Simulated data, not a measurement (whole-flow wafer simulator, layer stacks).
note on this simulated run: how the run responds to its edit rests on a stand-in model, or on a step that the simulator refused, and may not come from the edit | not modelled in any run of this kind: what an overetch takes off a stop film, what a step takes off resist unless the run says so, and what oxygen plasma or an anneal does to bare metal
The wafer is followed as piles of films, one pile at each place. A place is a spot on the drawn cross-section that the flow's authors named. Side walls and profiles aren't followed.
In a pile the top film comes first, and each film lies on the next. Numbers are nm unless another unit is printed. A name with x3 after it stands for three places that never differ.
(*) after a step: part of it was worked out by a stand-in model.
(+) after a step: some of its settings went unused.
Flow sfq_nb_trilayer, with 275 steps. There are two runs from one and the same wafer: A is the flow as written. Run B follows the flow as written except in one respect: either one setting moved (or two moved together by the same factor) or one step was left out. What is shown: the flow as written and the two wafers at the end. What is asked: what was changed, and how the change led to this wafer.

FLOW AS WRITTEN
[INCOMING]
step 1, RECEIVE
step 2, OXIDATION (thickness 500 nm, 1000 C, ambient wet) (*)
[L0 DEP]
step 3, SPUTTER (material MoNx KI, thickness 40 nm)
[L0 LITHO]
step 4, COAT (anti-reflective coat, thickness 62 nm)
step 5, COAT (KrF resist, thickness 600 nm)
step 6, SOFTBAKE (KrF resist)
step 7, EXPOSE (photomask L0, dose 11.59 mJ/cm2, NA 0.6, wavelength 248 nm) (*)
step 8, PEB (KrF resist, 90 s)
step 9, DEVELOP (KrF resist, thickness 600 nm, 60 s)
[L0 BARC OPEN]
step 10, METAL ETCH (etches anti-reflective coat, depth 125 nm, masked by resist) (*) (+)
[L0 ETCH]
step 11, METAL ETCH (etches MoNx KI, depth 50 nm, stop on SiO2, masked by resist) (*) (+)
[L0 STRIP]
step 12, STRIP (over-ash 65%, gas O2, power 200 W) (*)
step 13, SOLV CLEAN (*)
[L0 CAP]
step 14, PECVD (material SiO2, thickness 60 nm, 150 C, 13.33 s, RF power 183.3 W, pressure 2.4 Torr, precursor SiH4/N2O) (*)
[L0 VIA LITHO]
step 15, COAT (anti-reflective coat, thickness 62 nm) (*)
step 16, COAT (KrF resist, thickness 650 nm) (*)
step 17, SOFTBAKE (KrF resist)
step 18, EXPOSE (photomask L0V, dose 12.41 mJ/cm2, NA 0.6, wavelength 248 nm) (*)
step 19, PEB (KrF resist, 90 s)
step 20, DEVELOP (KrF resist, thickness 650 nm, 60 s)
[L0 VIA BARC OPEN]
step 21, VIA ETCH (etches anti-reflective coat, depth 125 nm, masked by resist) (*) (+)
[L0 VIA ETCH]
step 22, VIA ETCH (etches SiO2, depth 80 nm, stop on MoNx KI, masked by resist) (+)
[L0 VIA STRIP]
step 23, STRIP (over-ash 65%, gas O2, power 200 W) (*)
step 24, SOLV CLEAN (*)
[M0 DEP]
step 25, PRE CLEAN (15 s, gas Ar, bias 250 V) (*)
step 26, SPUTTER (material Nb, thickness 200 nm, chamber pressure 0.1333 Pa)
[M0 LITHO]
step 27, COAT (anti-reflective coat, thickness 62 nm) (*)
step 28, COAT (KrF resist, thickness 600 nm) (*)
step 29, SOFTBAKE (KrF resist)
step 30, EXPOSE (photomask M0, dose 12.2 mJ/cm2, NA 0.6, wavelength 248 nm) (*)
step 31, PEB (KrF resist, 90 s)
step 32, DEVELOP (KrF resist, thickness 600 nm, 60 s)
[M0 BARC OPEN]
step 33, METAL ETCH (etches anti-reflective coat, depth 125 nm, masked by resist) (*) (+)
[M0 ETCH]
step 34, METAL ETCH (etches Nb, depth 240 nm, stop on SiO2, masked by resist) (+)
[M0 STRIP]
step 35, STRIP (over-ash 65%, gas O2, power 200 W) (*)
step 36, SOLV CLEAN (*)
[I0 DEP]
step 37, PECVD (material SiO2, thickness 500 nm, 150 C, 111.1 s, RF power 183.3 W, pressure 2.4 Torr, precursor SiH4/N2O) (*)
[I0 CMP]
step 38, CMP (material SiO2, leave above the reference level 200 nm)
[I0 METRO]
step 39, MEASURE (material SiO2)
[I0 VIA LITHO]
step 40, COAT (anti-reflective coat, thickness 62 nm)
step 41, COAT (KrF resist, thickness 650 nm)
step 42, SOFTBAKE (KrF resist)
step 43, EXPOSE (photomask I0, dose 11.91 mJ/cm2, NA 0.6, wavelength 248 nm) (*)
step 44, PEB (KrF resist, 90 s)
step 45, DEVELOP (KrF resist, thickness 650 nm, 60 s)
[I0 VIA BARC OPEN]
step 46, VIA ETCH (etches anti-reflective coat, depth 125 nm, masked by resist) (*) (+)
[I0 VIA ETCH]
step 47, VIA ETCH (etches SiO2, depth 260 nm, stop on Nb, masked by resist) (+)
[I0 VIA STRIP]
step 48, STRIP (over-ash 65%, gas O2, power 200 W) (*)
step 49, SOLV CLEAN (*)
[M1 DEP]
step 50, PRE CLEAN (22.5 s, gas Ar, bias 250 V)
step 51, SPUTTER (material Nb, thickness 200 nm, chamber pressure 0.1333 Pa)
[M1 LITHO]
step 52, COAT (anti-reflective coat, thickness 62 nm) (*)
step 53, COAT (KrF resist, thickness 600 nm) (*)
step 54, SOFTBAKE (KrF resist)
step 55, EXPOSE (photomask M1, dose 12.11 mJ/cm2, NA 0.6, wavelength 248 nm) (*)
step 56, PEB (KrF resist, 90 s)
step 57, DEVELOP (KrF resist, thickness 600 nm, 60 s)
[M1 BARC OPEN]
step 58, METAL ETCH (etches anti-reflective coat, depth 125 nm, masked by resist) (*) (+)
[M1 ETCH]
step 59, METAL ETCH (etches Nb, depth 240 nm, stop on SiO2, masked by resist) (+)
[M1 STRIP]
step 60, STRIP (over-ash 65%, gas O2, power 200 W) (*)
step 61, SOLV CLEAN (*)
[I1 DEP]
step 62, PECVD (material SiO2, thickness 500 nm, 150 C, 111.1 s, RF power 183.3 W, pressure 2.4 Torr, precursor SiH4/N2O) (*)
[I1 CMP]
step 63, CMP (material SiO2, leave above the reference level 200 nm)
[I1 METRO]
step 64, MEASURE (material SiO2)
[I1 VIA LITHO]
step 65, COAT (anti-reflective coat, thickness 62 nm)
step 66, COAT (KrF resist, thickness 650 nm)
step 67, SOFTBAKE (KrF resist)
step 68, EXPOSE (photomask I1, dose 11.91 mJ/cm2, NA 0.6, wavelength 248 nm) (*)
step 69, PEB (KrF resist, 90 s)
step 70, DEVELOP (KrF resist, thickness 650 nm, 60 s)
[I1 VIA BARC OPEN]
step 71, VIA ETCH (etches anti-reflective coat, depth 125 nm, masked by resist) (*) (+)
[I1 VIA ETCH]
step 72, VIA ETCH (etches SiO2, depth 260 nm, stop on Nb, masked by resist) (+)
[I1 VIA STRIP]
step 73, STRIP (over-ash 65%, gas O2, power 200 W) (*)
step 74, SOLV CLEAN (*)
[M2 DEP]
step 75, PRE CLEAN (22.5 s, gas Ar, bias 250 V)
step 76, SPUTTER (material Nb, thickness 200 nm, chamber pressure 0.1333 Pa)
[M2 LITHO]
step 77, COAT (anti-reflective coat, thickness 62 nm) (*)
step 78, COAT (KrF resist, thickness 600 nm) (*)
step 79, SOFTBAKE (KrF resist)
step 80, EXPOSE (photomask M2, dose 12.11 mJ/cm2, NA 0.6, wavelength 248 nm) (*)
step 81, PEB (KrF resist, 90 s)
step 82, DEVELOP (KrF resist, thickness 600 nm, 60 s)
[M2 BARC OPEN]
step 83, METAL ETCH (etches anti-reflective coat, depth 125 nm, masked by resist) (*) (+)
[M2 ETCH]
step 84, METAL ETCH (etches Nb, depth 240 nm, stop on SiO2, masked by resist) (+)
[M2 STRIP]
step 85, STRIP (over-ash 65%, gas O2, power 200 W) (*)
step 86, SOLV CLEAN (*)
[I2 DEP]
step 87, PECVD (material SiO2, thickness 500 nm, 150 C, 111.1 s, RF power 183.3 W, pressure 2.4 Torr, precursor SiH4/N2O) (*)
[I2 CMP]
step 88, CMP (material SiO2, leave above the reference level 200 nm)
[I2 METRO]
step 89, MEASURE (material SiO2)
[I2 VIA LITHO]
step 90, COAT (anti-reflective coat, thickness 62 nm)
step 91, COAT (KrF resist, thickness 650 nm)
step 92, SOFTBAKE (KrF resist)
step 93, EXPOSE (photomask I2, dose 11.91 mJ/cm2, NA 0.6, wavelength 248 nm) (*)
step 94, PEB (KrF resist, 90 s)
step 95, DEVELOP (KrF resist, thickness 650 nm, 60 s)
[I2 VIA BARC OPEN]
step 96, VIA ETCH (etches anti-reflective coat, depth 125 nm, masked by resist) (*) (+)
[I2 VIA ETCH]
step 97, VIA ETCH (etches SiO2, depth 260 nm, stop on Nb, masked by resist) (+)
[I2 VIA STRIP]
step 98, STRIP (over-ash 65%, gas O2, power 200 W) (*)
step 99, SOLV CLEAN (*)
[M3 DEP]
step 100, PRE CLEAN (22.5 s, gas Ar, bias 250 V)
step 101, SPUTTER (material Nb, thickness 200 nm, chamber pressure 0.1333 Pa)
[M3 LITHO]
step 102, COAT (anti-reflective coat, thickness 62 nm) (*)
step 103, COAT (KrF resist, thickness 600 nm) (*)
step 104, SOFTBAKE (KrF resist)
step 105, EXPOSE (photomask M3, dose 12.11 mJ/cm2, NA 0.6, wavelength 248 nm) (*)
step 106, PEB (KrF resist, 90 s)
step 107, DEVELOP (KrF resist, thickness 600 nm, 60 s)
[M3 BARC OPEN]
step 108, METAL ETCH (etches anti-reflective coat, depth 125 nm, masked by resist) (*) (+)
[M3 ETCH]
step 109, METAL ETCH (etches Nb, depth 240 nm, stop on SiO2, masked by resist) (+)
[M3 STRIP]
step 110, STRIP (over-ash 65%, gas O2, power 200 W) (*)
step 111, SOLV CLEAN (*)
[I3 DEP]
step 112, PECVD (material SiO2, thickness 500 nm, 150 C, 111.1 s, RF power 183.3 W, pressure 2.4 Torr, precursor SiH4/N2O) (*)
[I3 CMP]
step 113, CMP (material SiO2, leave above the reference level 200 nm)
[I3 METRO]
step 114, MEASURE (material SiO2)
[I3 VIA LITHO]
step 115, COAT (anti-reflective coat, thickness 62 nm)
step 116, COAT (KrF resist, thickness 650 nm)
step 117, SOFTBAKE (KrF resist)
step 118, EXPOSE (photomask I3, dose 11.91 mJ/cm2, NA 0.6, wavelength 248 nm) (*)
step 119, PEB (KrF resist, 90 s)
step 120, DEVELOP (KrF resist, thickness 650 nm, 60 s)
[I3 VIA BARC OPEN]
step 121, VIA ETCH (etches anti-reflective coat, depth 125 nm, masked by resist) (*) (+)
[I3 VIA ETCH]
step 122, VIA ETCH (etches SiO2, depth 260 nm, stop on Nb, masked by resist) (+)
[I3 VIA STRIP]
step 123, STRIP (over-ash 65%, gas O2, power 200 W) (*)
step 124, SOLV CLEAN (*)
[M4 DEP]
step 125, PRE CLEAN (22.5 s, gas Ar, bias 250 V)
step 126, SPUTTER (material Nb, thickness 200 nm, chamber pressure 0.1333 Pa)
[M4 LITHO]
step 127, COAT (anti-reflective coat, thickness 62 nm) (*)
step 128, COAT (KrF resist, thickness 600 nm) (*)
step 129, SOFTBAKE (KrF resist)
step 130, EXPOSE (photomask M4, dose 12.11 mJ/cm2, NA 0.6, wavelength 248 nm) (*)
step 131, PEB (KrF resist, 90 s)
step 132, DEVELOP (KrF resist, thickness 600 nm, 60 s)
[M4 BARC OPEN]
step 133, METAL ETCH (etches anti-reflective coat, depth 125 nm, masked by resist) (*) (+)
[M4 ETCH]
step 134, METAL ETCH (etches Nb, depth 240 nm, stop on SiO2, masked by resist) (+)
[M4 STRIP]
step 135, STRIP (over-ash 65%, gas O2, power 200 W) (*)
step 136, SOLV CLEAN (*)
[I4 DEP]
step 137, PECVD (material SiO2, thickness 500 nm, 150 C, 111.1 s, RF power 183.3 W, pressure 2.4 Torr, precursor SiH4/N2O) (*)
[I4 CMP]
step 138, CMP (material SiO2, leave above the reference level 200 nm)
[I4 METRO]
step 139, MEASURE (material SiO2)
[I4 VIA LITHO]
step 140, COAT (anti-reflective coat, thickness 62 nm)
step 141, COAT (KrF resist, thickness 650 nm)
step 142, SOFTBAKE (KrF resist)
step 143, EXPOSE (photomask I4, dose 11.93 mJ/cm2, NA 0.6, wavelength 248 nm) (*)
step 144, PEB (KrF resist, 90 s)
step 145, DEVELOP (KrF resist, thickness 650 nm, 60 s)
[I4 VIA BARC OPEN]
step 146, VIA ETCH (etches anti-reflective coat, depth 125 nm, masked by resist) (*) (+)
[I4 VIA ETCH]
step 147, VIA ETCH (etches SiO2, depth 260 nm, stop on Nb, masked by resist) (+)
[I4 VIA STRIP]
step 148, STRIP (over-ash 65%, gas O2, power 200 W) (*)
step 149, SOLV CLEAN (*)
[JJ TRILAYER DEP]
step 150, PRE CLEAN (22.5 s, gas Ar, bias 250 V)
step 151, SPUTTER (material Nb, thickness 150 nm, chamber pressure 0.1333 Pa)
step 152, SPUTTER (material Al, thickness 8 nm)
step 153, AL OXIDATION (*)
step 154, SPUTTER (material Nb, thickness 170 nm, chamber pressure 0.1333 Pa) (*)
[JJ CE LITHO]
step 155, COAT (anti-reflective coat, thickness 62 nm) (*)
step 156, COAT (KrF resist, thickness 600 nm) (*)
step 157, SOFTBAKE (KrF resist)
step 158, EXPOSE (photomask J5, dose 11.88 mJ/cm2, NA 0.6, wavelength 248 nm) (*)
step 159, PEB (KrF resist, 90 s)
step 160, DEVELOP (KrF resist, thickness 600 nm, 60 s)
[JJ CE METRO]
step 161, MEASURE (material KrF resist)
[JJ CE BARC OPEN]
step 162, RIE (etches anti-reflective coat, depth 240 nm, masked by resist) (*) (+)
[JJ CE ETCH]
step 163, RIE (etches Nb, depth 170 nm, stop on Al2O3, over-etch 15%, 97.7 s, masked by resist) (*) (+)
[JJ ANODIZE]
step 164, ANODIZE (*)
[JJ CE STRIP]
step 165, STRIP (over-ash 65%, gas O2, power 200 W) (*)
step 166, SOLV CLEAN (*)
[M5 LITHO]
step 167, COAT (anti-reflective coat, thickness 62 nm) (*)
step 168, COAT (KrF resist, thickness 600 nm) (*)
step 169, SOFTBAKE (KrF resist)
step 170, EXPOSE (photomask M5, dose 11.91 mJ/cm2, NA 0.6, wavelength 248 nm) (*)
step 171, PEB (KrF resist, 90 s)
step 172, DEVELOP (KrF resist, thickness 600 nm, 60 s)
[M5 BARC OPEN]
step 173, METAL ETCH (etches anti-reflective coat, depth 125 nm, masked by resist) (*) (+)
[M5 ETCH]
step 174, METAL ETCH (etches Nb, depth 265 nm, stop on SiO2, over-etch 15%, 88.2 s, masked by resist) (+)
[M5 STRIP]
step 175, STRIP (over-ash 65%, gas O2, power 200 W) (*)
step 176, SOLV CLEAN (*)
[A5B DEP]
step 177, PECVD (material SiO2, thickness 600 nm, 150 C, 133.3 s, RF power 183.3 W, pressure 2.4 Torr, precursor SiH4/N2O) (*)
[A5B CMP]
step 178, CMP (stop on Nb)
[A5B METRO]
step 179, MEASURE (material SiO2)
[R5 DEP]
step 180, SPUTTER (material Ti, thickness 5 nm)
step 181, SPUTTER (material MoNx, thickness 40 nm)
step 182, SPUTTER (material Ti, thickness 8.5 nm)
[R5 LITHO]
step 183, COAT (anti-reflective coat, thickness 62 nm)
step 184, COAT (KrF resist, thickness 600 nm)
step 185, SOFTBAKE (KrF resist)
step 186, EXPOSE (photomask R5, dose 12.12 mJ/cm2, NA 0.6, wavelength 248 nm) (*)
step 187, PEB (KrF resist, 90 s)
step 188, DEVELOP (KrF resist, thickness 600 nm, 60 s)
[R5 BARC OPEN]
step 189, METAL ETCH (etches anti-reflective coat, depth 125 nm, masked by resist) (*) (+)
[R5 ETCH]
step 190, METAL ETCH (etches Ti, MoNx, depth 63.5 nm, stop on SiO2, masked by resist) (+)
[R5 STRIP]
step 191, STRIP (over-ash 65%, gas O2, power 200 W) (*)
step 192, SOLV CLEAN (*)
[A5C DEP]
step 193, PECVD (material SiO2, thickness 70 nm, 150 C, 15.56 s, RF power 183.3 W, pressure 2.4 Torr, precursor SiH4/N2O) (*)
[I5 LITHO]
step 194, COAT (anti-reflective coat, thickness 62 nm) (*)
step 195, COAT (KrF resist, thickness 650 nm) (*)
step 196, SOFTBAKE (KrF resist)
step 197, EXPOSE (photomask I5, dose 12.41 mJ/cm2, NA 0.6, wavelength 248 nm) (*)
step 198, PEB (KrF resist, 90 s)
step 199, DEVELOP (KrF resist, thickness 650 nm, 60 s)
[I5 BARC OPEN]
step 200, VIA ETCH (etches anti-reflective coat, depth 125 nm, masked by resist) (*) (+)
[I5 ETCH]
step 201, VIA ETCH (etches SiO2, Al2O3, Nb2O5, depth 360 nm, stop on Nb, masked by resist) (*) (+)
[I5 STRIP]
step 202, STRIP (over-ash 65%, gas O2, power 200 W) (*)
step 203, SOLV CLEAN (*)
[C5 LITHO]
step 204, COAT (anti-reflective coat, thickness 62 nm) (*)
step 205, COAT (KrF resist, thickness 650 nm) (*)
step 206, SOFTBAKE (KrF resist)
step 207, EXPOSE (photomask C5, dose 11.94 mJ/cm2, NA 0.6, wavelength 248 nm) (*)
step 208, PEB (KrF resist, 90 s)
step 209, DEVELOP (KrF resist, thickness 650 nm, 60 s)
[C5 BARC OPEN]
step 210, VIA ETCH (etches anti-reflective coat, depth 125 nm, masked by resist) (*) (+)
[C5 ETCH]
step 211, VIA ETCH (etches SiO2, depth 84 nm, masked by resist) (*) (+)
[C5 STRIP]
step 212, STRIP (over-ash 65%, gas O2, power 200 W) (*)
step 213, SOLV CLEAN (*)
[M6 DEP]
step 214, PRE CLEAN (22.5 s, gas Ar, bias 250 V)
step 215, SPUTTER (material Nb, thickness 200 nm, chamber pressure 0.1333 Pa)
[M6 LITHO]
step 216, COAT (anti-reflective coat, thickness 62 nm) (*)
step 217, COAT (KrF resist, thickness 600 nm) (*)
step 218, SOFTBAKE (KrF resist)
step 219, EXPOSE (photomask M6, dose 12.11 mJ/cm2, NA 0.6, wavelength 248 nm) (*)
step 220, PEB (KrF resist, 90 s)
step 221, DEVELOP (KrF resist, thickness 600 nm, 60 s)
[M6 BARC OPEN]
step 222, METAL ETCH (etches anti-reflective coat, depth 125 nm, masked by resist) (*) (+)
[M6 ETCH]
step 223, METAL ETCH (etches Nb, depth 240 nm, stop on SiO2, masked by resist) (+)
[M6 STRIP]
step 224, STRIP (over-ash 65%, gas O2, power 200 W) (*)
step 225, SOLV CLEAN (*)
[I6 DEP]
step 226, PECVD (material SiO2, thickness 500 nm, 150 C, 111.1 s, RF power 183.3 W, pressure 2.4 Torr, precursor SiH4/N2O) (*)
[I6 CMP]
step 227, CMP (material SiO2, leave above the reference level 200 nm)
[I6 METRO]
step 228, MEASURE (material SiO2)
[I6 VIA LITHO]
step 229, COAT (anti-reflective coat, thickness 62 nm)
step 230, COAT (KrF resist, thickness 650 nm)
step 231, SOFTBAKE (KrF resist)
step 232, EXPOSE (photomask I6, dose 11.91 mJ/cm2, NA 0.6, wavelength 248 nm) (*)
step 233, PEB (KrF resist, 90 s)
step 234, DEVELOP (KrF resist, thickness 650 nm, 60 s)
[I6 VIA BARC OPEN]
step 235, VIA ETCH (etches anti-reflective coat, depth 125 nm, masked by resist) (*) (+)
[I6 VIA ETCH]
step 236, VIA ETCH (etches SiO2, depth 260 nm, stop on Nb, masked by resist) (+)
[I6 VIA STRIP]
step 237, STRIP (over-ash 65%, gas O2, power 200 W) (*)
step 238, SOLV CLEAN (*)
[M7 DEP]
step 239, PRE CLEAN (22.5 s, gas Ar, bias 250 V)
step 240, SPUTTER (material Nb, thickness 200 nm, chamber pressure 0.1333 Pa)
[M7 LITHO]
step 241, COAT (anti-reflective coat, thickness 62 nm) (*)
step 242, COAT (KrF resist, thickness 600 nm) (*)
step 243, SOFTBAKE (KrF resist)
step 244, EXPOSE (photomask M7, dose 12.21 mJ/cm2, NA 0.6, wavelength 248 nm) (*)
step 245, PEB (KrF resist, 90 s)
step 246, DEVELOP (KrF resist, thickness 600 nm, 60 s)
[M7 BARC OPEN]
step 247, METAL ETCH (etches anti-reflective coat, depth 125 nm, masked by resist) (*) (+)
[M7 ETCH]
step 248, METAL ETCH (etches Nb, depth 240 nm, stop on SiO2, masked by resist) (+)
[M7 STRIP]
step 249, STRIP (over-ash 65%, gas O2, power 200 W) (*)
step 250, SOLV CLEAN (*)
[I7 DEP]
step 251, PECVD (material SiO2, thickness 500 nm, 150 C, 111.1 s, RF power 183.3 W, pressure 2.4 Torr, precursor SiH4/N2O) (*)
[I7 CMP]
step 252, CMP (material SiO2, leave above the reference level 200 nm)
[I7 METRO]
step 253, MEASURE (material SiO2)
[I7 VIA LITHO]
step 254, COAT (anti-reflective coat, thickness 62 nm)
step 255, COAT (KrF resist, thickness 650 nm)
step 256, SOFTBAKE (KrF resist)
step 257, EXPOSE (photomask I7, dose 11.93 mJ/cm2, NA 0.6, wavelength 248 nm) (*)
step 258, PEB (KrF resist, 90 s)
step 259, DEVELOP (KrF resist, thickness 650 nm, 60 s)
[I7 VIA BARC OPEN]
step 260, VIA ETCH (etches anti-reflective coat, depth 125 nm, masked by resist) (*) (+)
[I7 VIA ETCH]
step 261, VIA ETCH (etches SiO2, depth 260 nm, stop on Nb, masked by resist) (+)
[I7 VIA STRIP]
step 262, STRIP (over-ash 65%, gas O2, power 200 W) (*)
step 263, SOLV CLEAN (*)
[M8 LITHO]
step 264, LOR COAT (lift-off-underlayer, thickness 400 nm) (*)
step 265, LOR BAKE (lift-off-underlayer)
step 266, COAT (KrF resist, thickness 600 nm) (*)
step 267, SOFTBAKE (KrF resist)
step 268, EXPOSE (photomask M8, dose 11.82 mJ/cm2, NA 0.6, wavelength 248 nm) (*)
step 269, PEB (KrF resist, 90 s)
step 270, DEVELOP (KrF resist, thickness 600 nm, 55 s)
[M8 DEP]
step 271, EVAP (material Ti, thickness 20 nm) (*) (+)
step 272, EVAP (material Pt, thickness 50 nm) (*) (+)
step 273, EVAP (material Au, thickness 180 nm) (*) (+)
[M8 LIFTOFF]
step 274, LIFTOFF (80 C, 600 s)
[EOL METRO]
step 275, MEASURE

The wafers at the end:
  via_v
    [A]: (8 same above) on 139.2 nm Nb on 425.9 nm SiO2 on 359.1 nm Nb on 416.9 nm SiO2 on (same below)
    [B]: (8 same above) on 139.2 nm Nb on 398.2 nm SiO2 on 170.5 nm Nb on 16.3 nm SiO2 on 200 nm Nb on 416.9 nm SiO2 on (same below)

What caused this: step 122, VIA ETCH: depth 176 nm was run, while the flow as written has depth 260 nm.

Step by step, how the change led to this:
  step 122, VIA ETCH (etches SiO2, depth 260 nm, stop on Nb, masked by resist) (+)
      via_v: A -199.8 SiO2 (all of it) | B -176 SiO2
      field_l, v_sur, via_wl and 102 more: A -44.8 KrF resist | B -30.3 KrF resist
  step 123, STRIP (over-ash 65%, gas O2, power 200 W) (*)
      field_l, v_sur, via_wl and 102 more: A -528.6 KrF resist (all of it), -62 anti-reflective coat (all of it) | B -543.1 KrF resist (all of it), -62 anti-reflective coat (all of it)
  step 125, PRE CLEAN (22.5 s, gas Ar, bias 250 V)
      via_v: A -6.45 Nb | B -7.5 SiO2
  step 126, SPUTTER (material Nb, thickness 200 nm, chamber pressure 0.1333 Pa)
      via_v: A +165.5 Nb | B +170.5 Nb (new film)
  step 127, COAT (anti-reflective coat, thickness 62 nm) (*)
      via_v: A +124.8 anti-reflective coat (new film) | B +113.6 anti-reflective coat (new film)
      wire: A +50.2 anti-reflective coat (new film) | B +48.9 anti-reflective coat (new film)
  step 135, STRIP (over-ash 65%, gas O2, power 200 W) (*)
      via_v: A -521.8 KrF resist (all of it), -124.8 anti-reflective coat (all of it) | B -507.4 KrF resist (all of it), -113.6 anti-reflective coat (all of it)
      wire: A -374.5 KrF resist (all of it), -50.2 anti-reflective coat (all of it) | B -376.8 KrF resist (all of it), -48.9 anti-reflective coat (all of it)
  step 137, PECVD (material SiO2, thickness 500 nm, 150 C, 111.1 s, RF power 183.3 W, pressure 2.4 Torr, precursor SiH4/N2O) (*)
      via_v: A +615 SiO2 (new film) | B +562.7 SiO2 (new film)
  step 138, CMP (material SiO2, leave above the reference level 200 nm)
      via_v: A -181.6 SiO2 | B -157.1 SiO2
Taking metal films that touch as one body, via_v has 7 bodies (between them, from the top down: SiO2 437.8; SiO2 209 / Al2O3 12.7 / Nb2O5 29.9; SiO2 398.2; SiO2 16.3; SiO2 416.9; SiO2 192.5); the flow as written gives 6 bodies (between them, from the top down: SiO2 437.8; SiO2 209 / Al2O3 12.7 / Nb2O5 29.9; SiO2 425.9; SiO2 416.9; SiO2 192.5).
